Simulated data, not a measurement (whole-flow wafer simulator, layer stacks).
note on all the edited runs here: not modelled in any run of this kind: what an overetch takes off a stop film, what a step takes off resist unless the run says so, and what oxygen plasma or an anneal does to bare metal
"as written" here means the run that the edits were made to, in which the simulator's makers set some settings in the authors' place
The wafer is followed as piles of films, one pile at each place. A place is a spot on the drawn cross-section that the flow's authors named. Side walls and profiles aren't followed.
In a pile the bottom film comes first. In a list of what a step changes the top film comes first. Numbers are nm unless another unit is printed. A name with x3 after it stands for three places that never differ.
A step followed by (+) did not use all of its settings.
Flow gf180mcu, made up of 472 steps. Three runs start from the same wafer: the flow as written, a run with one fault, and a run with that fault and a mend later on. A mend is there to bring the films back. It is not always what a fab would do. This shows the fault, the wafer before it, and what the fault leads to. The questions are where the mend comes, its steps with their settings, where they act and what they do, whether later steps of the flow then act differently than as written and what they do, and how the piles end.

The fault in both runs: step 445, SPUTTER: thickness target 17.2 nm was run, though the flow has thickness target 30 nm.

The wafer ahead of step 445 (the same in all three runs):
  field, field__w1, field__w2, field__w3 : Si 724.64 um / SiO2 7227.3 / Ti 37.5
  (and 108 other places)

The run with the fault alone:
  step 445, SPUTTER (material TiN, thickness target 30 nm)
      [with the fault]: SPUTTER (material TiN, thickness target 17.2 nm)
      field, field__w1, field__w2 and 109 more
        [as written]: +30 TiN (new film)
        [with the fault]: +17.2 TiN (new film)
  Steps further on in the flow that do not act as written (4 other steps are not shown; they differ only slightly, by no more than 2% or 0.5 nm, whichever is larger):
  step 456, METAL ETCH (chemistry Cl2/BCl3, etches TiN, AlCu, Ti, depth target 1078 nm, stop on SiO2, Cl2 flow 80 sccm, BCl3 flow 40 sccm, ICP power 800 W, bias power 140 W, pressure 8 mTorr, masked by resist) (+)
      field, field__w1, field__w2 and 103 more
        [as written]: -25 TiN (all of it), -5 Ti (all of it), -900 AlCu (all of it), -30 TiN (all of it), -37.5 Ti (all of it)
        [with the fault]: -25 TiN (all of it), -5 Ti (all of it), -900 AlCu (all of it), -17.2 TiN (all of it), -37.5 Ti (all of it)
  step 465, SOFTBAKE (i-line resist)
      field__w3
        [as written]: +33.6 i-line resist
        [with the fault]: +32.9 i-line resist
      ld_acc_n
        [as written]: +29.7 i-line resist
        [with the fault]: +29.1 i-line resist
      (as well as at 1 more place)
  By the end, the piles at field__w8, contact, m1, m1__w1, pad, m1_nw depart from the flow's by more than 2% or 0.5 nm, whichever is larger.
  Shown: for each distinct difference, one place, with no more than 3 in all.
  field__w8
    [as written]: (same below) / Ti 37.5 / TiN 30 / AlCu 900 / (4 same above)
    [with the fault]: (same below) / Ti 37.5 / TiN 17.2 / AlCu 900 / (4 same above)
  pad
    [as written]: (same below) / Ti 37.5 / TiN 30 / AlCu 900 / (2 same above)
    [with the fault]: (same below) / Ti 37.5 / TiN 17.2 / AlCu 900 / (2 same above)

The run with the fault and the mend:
  After step 445 comes the mend.
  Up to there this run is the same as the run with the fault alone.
  step 445a, SPUTTER (material TiN, thickness target 12.8 nm) (the flow's step 445, run once more with other settings)
      field, field__w1, field__w2 and 109 more
        +12.8 TiN
  Later steps of the flow that are run all act as written at every place that is followed.
  By the end, the piles equal the flow's at every place that both follow.
